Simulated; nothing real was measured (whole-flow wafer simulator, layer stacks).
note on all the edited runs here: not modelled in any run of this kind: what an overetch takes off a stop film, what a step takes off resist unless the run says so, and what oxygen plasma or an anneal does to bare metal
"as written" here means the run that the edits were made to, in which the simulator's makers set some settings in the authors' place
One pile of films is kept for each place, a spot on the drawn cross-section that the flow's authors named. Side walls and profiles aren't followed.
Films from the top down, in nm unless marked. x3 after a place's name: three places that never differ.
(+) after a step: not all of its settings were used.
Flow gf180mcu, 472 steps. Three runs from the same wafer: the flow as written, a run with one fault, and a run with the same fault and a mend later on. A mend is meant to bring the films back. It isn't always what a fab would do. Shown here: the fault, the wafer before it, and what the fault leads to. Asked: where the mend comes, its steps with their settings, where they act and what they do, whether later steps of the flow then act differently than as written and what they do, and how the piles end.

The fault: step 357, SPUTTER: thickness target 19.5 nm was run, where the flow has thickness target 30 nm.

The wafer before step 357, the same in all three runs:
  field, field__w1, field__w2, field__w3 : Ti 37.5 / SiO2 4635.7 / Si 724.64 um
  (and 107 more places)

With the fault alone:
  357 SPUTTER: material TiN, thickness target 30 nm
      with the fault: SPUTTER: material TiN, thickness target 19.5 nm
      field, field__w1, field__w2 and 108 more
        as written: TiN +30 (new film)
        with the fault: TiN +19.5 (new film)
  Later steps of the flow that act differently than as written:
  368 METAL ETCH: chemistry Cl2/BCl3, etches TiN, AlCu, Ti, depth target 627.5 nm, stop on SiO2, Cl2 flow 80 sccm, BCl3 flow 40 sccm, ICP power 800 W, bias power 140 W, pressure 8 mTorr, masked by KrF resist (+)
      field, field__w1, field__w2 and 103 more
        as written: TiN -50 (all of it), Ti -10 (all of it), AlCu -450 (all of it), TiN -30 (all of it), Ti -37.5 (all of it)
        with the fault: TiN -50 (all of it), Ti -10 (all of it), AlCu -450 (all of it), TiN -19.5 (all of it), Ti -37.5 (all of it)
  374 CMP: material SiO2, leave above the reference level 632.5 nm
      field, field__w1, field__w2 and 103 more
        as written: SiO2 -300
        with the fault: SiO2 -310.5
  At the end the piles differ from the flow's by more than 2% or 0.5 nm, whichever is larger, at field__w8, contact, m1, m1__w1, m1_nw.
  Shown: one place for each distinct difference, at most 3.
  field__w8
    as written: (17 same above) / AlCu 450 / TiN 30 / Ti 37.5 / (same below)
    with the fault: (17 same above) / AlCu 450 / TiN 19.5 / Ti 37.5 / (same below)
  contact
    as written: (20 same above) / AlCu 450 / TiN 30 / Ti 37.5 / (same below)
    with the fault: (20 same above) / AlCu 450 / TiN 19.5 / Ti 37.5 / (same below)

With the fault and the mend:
  The mend comes after step 357.
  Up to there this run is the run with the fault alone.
  357a SPUTTER: material TiN, thickness target 10.5 nm (the flow's step 357 once more, with other settings)
      field, field__w1, field__w2 and 108 more
        TiN +10.5
  No later step of the flow acts differently than as written at any place that is followed.
  At the end the piles are the same as the flow's at every place that both follow.
